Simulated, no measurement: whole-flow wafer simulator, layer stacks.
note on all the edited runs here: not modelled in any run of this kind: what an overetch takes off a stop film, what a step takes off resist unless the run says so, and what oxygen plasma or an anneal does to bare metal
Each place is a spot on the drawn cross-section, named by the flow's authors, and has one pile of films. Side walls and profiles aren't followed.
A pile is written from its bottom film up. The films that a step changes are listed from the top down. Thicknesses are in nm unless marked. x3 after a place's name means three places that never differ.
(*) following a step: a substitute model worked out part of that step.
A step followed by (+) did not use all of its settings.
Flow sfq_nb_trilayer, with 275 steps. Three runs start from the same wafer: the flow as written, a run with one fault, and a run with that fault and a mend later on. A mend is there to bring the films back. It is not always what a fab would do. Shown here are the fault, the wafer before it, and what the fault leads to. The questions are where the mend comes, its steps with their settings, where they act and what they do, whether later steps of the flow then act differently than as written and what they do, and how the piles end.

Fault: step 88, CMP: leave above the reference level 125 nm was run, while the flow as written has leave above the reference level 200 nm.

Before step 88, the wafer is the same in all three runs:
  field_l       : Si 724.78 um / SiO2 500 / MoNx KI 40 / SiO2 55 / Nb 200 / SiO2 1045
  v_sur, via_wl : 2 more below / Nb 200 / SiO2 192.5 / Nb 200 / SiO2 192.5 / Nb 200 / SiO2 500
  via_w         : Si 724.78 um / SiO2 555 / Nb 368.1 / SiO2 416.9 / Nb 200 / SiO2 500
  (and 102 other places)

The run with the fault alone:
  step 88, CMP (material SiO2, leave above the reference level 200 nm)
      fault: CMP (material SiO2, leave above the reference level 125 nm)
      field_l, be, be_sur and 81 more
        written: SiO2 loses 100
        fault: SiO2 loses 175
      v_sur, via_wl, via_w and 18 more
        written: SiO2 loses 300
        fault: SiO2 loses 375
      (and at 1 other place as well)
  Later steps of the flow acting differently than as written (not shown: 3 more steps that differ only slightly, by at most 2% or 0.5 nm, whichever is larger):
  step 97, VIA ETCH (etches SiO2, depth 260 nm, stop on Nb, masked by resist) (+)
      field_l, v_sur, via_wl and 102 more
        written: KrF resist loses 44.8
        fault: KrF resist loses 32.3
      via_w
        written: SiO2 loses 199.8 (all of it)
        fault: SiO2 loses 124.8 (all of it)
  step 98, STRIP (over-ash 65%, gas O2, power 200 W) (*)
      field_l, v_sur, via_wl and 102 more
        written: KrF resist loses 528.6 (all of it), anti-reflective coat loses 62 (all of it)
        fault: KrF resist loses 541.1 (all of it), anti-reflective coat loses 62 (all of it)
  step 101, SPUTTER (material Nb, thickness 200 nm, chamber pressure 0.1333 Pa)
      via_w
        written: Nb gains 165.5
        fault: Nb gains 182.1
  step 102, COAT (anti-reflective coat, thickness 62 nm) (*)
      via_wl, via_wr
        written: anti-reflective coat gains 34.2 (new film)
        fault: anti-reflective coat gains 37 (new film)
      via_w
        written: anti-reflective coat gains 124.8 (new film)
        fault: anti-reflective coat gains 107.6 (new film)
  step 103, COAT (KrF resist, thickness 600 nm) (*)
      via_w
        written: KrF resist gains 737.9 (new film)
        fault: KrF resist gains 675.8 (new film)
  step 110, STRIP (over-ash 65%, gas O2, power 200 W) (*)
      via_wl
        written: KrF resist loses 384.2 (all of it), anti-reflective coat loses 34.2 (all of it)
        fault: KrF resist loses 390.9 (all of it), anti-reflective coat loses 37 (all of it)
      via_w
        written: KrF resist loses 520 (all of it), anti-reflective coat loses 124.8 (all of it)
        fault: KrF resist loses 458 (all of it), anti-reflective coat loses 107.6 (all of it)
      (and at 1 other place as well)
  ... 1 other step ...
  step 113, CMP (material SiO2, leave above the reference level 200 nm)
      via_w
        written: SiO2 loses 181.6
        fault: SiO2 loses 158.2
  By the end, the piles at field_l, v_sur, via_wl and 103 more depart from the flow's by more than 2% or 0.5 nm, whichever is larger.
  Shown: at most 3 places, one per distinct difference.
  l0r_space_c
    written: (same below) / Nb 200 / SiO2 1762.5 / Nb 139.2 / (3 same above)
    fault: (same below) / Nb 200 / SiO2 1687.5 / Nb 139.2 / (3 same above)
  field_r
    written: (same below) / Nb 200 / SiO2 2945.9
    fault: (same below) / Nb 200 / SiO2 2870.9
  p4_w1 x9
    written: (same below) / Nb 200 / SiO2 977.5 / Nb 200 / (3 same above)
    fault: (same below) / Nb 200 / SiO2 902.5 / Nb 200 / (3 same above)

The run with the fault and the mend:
  The mend follows step 89.
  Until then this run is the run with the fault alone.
  step 89a, PECVD (material SiO2, thickness 75 nm, 150 C, 16.67 s, RF power 183.3 W, pressure 2.4 Torr, precursor SiH4/N2O) (the flow's step 87, run once more with other settings)
      field_l, v_sur, via_wl and 103 more
        SiO2 gains 75
  Every later step of the flow that is run acts as written, at every place that is followed, to within 2% or 0.5 nm, whichever is larger.
  The piles end the same as the flow's at every place that both follow.
